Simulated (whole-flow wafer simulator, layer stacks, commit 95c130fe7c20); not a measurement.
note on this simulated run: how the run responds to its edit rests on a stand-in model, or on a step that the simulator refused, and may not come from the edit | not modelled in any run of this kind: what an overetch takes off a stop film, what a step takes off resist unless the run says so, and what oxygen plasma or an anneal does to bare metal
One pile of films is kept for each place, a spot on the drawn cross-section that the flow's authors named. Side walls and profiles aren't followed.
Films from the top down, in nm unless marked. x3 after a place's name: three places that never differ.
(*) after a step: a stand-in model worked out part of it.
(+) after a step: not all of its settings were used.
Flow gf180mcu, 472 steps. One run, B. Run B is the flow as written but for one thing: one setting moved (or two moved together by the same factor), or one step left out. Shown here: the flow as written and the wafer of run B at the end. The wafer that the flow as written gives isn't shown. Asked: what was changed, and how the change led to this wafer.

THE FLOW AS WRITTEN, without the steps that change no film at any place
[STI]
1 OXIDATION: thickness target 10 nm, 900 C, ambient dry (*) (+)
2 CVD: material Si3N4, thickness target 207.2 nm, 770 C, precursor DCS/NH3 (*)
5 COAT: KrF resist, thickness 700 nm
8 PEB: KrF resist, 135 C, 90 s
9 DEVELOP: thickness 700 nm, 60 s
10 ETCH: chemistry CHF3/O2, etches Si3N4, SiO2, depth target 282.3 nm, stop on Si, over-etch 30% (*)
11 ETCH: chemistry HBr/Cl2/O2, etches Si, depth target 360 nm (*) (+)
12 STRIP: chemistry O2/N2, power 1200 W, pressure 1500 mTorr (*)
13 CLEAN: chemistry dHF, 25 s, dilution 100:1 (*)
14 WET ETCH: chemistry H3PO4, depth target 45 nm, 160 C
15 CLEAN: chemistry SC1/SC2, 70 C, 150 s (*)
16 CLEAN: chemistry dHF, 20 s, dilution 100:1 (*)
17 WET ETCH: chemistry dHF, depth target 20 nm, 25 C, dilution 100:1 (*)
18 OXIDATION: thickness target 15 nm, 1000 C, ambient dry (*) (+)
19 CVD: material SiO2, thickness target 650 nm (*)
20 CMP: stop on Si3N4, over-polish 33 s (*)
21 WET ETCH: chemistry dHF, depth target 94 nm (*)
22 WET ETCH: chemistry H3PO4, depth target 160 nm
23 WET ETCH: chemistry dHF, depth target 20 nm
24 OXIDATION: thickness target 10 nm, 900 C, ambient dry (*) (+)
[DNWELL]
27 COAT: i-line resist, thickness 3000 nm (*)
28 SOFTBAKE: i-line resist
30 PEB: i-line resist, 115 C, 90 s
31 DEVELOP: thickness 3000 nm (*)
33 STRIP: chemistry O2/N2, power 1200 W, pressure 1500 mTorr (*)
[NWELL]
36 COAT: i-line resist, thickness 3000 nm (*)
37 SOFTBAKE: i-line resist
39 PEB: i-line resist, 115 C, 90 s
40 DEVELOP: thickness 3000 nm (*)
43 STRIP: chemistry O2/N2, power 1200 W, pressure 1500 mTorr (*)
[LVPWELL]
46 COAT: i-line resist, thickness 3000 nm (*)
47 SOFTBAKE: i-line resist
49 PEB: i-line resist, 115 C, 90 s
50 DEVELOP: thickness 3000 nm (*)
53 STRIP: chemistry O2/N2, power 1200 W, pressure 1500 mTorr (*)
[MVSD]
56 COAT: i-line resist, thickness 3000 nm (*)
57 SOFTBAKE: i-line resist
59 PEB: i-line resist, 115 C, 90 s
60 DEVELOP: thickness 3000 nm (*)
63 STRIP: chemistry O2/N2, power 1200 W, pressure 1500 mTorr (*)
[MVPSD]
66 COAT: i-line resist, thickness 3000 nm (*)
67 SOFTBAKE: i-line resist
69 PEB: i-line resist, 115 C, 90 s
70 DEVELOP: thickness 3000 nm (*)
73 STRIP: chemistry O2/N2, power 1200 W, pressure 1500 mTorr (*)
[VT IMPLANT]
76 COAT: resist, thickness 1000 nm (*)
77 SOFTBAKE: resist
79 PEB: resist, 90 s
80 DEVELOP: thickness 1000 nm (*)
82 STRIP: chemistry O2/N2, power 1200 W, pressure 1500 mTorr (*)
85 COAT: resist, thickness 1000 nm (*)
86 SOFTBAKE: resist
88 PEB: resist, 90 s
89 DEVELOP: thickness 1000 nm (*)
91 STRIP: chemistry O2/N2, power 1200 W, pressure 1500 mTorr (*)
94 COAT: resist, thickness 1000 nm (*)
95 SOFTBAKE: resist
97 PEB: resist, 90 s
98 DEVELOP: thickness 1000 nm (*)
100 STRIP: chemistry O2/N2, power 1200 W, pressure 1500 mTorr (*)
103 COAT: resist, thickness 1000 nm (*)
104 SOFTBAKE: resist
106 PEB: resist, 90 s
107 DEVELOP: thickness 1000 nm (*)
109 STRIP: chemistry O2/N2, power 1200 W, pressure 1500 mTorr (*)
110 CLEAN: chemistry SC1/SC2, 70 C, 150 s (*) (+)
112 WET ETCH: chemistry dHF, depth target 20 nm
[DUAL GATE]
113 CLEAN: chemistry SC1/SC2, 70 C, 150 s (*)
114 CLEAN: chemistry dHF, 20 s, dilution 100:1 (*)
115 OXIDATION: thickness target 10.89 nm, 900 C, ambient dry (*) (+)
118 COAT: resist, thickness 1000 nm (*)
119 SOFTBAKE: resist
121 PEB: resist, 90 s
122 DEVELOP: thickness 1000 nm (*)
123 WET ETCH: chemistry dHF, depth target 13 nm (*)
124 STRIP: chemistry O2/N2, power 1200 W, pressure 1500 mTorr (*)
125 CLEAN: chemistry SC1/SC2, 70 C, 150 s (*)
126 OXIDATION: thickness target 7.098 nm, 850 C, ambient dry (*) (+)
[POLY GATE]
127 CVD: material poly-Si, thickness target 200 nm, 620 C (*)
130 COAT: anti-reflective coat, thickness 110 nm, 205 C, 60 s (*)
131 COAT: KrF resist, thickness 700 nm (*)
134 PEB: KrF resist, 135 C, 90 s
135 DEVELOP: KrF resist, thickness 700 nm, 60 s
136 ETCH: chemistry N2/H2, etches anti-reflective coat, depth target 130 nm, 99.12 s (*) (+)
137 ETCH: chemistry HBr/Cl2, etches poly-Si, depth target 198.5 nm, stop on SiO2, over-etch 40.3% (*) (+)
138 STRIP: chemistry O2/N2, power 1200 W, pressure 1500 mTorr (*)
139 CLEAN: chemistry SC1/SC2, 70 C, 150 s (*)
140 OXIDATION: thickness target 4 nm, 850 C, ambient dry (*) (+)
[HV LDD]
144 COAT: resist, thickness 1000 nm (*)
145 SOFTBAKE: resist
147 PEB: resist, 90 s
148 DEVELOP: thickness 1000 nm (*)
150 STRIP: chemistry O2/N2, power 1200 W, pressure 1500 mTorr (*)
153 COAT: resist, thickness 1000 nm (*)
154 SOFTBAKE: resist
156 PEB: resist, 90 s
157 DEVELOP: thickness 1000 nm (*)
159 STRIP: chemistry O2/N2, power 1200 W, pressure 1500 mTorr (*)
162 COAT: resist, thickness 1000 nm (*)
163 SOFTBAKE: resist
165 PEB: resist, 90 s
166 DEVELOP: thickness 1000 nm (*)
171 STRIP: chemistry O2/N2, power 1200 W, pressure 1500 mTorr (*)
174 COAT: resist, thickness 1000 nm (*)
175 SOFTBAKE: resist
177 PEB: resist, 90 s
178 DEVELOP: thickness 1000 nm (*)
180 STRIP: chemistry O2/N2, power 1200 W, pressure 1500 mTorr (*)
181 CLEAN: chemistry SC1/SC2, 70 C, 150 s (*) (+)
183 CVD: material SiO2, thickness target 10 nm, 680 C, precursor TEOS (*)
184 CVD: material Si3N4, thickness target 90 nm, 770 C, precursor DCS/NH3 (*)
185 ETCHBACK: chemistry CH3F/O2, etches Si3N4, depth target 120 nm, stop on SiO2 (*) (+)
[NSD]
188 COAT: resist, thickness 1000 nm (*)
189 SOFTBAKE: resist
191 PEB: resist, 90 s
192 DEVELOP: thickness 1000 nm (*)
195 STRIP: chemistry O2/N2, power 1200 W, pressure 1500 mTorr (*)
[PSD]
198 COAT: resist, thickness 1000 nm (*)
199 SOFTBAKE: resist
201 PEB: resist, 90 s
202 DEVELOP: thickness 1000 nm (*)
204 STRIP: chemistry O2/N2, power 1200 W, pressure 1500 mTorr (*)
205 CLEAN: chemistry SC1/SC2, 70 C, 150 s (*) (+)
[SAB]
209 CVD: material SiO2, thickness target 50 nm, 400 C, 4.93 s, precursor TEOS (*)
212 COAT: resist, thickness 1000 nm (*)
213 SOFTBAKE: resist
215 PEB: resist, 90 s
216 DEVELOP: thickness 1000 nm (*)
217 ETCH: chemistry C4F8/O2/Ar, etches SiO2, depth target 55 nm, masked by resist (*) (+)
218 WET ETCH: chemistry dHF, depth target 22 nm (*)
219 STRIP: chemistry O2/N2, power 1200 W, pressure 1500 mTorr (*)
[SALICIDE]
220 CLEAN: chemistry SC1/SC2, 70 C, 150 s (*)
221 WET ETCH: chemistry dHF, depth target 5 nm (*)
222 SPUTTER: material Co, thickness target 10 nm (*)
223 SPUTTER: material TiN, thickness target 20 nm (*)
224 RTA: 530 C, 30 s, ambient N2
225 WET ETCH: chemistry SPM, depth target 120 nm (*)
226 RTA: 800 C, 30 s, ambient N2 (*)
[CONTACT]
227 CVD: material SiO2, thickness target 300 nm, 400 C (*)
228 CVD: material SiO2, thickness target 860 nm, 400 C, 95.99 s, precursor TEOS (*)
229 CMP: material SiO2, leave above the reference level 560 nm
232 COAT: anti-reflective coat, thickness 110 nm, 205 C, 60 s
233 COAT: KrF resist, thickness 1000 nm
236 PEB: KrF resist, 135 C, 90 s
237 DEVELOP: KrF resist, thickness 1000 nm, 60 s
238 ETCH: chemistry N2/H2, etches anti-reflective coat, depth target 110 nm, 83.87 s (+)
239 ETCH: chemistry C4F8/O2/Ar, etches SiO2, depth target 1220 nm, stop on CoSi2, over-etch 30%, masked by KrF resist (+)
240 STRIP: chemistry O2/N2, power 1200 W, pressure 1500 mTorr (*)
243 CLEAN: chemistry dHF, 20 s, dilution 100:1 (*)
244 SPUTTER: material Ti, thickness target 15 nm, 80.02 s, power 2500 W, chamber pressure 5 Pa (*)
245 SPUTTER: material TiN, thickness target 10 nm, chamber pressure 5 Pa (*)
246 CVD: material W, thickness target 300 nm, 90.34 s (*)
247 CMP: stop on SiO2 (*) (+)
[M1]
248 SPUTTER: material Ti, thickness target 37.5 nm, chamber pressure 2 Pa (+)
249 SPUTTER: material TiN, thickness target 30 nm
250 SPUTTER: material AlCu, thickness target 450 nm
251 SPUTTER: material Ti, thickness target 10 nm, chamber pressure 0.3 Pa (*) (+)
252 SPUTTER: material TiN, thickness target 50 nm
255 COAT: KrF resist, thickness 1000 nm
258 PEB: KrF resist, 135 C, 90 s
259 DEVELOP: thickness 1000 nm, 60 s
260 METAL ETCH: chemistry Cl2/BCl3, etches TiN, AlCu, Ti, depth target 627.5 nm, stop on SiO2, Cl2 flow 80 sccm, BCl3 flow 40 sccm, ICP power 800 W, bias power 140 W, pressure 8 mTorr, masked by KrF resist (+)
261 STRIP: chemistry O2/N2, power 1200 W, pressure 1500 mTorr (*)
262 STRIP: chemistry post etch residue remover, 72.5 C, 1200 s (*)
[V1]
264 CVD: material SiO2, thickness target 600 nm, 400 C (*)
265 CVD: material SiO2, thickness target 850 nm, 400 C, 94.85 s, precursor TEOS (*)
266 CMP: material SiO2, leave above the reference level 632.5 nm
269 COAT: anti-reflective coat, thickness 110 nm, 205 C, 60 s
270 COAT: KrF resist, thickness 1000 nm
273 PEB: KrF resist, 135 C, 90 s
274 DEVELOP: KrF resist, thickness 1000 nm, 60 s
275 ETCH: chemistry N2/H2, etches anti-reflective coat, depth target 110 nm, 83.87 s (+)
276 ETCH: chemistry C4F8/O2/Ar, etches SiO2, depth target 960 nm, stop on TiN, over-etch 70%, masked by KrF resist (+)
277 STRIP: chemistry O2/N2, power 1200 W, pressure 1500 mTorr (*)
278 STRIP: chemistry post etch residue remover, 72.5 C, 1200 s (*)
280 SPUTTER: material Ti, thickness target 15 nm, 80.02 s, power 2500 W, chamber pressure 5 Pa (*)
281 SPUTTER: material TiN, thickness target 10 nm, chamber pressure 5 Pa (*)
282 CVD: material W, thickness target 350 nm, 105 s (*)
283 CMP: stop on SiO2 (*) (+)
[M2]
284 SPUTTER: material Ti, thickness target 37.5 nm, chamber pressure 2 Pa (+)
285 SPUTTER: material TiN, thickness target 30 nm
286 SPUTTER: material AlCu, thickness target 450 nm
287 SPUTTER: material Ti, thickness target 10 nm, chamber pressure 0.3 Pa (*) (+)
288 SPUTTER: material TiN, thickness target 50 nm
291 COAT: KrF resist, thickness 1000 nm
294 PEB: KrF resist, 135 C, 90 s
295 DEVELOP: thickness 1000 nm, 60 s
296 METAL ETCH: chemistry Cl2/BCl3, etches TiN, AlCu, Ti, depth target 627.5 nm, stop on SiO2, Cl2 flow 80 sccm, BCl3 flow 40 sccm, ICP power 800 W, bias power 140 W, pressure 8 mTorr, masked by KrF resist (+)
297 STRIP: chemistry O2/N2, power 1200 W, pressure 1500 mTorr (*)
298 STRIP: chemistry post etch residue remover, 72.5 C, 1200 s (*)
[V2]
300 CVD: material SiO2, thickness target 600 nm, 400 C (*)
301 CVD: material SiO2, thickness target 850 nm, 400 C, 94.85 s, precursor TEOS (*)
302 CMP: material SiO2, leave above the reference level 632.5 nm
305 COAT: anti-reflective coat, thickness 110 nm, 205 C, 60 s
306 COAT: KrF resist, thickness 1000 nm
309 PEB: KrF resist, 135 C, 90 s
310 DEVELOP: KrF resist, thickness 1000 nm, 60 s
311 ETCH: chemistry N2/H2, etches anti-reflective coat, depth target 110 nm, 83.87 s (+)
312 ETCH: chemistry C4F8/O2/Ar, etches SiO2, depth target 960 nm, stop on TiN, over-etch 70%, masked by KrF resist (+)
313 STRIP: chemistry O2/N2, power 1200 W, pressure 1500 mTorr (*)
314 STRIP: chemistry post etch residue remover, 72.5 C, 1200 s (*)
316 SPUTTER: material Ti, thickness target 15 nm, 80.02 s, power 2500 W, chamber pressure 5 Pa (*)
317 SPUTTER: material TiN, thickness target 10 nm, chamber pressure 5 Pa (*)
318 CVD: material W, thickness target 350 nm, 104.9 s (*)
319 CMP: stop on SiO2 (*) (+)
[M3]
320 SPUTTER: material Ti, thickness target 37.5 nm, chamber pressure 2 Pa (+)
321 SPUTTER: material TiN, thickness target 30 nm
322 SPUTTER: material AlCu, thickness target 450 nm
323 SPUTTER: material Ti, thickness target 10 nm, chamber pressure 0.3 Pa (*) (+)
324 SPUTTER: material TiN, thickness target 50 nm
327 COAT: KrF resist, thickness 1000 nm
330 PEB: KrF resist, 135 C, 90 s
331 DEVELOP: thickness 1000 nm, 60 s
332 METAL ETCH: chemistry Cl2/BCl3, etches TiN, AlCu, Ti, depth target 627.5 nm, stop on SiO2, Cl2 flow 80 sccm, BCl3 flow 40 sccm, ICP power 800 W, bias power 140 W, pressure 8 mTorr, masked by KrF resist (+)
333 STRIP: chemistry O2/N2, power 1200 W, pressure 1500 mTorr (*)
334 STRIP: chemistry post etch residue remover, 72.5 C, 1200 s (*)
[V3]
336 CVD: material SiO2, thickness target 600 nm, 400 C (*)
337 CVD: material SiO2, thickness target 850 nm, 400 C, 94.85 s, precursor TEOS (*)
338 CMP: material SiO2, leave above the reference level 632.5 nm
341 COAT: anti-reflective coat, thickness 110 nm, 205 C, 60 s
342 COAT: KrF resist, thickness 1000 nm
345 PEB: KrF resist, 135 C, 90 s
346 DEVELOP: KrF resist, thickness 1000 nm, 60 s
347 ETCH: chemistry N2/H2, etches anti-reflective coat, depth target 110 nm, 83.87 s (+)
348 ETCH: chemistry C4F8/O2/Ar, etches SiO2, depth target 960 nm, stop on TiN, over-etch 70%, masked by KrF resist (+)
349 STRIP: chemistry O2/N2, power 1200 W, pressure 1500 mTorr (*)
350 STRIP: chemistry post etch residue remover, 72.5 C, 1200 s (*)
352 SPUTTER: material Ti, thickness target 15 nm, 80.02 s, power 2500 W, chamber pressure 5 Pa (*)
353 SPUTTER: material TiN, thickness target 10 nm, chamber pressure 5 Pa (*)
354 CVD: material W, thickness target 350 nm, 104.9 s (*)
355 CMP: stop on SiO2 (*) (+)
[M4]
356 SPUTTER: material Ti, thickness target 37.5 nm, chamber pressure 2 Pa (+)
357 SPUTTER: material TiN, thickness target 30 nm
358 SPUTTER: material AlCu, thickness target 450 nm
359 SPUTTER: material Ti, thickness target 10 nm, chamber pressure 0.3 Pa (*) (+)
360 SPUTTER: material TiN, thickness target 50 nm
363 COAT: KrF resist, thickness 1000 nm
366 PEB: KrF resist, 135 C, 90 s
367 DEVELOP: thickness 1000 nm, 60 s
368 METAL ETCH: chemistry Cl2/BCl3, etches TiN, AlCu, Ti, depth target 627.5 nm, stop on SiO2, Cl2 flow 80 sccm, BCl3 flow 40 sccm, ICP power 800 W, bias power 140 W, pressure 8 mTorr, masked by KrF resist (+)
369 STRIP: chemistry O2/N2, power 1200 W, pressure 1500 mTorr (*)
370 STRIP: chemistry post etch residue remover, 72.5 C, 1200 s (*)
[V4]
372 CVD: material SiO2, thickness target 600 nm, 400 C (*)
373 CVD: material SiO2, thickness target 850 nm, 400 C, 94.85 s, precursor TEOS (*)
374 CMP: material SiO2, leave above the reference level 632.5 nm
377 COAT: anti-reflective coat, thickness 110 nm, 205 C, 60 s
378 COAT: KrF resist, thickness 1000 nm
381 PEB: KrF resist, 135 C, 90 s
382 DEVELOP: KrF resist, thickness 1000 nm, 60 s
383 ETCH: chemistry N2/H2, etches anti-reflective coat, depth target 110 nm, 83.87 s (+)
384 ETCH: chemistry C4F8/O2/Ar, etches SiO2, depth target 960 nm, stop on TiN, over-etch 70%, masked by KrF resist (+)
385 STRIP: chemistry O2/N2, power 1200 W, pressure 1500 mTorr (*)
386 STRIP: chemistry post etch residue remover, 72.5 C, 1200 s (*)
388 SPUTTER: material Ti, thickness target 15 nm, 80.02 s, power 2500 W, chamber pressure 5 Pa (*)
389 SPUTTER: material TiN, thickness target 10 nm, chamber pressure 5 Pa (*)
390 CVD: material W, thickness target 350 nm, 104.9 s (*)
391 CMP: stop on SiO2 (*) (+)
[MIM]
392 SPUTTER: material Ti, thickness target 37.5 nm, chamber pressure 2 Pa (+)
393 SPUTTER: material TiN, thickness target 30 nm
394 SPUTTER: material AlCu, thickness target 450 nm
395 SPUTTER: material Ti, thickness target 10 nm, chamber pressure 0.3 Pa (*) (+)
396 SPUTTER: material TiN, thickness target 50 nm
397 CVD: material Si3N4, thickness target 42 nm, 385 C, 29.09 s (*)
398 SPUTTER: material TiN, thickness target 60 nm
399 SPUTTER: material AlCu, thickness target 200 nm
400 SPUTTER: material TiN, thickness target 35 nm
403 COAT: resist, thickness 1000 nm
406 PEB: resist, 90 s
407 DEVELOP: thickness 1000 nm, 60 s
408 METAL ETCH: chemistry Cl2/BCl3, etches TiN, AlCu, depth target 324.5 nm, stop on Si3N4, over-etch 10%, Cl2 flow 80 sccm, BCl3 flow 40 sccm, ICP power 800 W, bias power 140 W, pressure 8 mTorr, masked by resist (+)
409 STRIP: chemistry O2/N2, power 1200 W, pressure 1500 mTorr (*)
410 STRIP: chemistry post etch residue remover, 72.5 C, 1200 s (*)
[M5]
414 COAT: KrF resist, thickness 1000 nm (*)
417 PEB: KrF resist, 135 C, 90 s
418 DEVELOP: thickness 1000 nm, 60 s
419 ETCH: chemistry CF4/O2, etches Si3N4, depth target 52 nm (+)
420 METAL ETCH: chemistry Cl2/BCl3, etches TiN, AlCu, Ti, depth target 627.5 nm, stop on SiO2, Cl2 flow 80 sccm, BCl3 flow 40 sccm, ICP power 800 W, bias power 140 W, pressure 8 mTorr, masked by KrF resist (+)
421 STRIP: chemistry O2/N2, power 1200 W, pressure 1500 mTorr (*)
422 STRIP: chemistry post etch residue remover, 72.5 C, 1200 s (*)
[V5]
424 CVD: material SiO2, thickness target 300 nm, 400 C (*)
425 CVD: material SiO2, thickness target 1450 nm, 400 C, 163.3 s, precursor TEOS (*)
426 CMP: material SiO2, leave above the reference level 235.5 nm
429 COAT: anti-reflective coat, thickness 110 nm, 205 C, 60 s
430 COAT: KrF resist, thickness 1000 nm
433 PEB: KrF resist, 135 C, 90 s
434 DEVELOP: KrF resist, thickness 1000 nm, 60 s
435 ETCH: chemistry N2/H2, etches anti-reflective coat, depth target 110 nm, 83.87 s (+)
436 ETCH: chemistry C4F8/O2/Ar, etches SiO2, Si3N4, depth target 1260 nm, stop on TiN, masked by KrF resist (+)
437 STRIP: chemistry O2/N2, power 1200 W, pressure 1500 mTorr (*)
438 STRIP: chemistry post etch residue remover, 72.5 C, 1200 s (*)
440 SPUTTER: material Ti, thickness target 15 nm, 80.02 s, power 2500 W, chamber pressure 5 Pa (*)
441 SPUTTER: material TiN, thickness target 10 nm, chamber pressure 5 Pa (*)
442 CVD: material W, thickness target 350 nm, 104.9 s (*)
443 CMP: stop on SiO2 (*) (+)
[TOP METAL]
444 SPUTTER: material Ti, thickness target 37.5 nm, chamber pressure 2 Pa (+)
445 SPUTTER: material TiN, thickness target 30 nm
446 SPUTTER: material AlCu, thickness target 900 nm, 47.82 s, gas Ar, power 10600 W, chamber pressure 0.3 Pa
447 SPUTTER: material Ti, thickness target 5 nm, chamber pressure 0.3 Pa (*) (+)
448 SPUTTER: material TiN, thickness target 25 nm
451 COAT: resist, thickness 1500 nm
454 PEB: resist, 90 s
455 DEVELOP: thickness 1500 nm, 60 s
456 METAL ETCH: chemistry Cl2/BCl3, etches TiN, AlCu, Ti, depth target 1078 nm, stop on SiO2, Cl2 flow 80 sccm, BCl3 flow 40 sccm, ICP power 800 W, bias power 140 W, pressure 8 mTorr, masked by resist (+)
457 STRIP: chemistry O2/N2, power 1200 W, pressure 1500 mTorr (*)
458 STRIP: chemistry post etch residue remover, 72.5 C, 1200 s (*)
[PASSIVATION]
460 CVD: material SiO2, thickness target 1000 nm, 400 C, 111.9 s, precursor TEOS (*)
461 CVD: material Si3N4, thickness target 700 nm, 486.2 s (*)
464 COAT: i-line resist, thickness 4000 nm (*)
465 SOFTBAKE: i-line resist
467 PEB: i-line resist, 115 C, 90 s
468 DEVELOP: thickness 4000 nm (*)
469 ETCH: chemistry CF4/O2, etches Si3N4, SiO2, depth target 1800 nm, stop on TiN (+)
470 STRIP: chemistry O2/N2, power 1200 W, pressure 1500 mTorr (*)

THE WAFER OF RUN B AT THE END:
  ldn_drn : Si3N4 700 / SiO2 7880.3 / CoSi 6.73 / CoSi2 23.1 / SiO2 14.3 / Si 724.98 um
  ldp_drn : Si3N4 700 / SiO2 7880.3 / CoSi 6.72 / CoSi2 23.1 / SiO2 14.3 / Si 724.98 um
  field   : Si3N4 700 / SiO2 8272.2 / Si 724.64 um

The cause: step 21, WET ETCH: chemistry dHF, depth target 94 nm (*), was left out.

How the change led to this, step by step:
  22 WET ETCH: chemistry H3PO4, depth target 160 nm
      active, n_well, p_well and 40 more: Si3N4 -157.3 (all of it), SiO2 -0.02 (as written it would be: Si3N4 -150.9 (all of it), SiO2 -0.07)
  27 COAT: i-line resist, thickness 3000 nm (*)
      p_well, spacer, sd_n: i-line resist +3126 (new film) (as written it would be: i-line resist +3034.1 (new film))
      active: i-line resist +3087.2 (new film) (as written it would be: i-line resist +3023.4 (new film))
      (and at 23 more places)
  28 SOFTBAKE: i-line resist
      polyc_n: i-line resist +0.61 (as written it would be: i-line resist -0.3)
      polyc_n_rim: i-line resist +0.71 (as written it would be: i-line resist -0.29)
      (and at 66 more places)
  30 PEB: i-line resist, 115 C, 90 s
      ldn_tap, ldn_src, ldn_ch and 8 more: i-line resist -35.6 (as written it would be: i-line resist -34.7)
      active, gate, pplus_u: i-line resist -35.4 (as written it would be: i-line resist -34.6)
      (and at 9 more places)
  31 DEVELOP: thickness 3000 nm (*)
      ldp_tap, ldp_src, ldp_ch: i-line resist -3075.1 (all of it) (as written it would be: i-line resist -2998.7 (all of it))
      ldp_acc: i-line resist -3075.2 (all of it) (as written it would be: i-line resist -2998.8 (all of it))
      (and at 1 more place)
  33 STRIP: chemistry O2/N2, power 1200 W, pressure 1500 mTorr (*)
      p_well, spacer, sd_n: i-line resist -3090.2 (all of it) (as written it would be: i-line resist -2999.4 (all of it))
      iso_ptap_pw, iso_ntap_nw, vpnp_e: i-line resist -3086.8 (all of it) (as written it would be: i-line resist -2999.6 (all of it))
      (and at 19 more places)
  36 COAT: i-line resist, thickness 3000 nm (*)
      p_well, spacer, sd_n: i-line resist +3126 (new film) (as written it would be: i-line resist +3034.1 (new film))
      active: i-line resist +3087.2 (new film) (as written it would be: i-line resist +3023.4 (new film))
      (and at 23 more places)
  37 SOFTBAKE: i-line resist
      polyc_n: i-line resist +0.61 (as written it would be: i-line resist -0.3)
      polyc_n_rim: i-line resist +0.71 (as written it would be: i-line resist -0.29)
      (and at 66 more places)
  39 PEB: i-line resist, 115 C, 90 s
      ldn_tap, ldn_src, ldn_ch and 8 more: i-line resist -35.6 (as written it would be: i-line resist -34.7)
      active, gate, pplus_u: i-line resist -35.4 (as written it would be: i-line resist -34.6)
      (and at 9 more places)
  40 DEVELOP: thickness 3000 nm (*)
      ldp_tap, ldp_src, ldp_ch: i-line resist -3075.1 (all of it) (as written it would be: i-line resist -2998.7 (all of it))
      iso_ntap_nw, vpnp_e: i-line resist -3086.8 (all of it) (as written it would be: i-line resist -2999.6 (all of it))
      (and at 5 more places)
  43 STRIP: chemistry O2/N2, power 1200 W, pressure 1500 mTorr (*)
      p_well, spacer, sd_n: i-line resist -3090.2 (all of it) (as written it would be: i-line resist -2999.4 (all of it))
      ldn_tap, ldn_ch, ldn_acc: i-line resist -3077.1 (all of it) (as written it would be: i-line resist -2999.3 (all of it))
      (and at 14 more places)
  46 COAT: i-line resist, thickness 3000 nm (*)
      p_well, spacer, sd_n: i-line resist +3126 (new film) (as written it would be: i-line resist +3034.1 (new film))
      active: i-line resist +3087.2 (new film) (as written it would be: i-line resist +3023.4 (new film))
      (and at 23 more places)
  47 SOFTBAKE: i-line resist
      polyc_n: i-line resist +0.61 (as written it would be: i-line resist -0.3)
      polyc_n_rim: i-line resist +0.71 (as written it would be: i-line resist -0.29)
      (and at 66 more places)
  49 PEB: i-line resist, 115 C, 90 s
      ldn_tap, ldn_src, ldn_ch and 8 more: i-line resist -35.6 (as written it would be: i-line resist -34.7)
      active, gate, pplus_u: i-line resist -35.4 (as written it would be: i-line resist -34.6)
      (and at 9 more places)
  50 DEVELOP: thickness 3000 nm (*)
      p_well, spacer, sd_n: i-line resist -3090.2 (all of it) (as written it would be: i-line resist -2999.4 (all of it))
      ldn_tap, ldn_ch: i-line resist -3077.1 (all of it) (as written it would be: i-line resist -2999.3 (all of it))
      (and at 9 more places)
  53 STRIP: chemistry O2/N2, power 1200 W, pressure 1500 mTorr (*)
      ldp_tap, ldp_src, ldp_ch: i-line resist -3075.1 (all of it) (as written it would be: i-line resist -2998.7 (all of it))
      iso_ntap_nw, vpnp_e: i-line resist -3086.8 (all of it) (as written it would be: i-line resist -2999.6 (all of it))
      (and at 11 more places)
  ... 90 more steps ...
  246 CVD: material W, thickness target 300 nm, 90.34 s (*)
      polyc_n, polyc_p: W +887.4 (new film) (as written it would be: W +936 (new film))
      contact: W +1212.9 (new film) (as written it would be: W +1167.5 (new film))
